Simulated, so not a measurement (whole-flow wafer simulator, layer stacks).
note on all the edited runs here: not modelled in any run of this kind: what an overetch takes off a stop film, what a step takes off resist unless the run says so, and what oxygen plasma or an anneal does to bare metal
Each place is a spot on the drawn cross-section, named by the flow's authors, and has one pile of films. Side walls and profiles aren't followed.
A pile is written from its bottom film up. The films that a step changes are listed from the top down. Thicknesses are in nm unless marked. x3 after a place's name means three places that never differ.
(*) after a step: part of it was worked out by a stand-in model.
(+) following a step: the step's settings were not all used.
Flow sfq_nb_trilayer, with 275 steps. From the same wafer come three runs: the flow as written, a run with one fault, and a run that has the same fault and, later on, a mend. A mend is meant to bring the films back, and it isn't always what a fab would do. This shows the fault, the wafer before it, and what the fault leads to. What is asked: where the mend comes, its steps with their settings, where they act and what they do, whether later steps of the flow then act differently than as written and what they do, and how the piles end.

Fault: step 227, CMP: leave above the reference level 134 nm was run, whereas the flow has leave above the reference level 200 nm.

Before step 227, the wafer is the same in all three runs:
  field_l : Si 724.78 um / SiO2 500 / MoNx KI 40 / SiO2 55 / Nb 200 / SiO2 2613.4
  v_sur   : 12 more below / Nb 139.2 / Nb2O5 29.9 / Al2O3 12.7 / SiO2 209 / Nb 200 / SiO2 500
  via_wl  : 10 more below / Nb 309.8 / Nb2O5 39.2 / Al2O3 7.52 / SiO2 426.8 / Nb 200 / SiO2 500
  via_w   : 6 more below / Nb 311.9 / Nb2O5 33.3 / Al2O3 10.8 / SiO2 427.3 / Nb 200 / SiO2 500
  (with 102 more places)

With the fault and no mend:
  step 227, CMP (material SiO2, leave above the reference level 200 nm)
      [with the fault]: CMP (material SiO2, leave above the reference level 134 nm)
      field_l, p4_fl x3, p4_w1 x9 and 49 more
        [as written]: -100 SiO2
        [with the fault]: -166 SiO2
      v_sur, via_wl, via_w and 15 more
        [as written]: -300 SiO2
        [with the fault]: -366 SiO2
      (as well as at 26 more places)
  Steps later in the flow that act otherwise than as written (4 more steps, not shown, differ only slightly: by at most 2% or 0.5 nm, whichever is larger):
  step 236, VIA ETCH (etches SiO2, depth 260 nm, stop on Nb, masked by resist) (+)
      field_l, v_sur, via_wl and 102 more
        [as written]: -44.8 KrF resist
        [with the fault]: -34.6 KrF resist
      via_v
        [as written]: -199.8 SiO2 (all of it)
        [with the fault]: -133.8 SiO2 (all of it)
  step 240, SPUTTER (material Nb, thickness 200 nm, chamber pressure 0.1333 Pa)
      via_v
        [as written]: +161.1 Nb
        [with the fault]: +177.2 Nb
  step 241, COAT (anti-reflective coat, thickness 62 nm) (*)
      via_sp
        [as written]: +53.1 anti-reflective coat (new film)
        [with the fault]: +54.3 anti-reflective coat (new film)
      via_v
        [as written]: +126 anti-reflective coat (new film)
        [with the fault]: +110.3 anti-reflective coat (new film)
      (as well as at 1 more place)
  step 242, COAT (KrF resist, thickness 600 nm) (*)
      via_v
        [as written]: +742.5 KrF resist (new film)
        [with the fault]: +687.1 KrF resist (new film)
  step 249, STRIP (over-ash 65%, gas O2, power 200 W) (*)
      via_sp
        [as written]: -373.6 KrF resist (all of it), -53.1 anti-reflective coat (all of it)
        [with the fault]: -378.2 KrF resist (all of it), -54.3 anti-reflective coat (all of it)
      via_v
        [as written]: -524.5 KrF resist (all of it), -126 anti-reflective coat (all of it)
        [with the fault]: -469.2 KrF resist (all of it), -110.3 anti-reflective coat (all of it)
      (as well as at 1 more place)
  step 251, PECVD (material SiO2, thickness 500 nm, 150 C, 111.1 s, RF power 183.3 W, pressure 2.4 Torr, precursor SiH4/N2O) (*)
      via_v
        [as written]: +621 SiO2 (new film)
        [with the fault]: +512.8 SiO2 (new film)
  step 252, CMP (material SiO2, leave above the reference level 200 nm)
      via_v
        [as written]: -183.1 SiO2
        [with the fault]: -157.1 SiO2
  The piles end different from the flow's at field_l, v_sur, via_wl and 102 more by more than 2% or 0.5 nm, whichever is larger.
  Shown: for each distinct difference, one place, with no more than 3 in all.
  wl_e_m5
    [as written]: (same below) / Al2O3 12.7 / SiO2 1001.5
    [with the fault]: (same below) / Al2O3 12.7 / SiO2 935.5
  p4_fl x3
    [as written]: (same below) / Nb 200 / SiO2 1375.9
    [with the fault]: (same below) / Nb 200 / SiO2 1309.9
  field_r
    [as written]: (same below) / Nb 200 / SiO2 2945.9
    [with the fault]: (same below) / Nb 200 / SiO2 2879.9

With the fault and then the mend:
  The mend stands after step 228.
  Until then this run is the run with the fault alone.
  step 228a, PECVD (material SiO2, thickness 66 nm, 150 C, 14.67 s, RF power 183.3 W, pressure 2.4 Torr, precursor SiH4/N2O) (a further turn of the flow's step 226, with different settings)
      field_l, v_sur, via_wl and 103 more
        +66 SiO2
  Later steps of the flow that are run all act as written at every place that is followed, up to a difference of at most 2% or 0.5 nm, whichever is larger.
  The piles end the same as the flow's at every place that both follow.
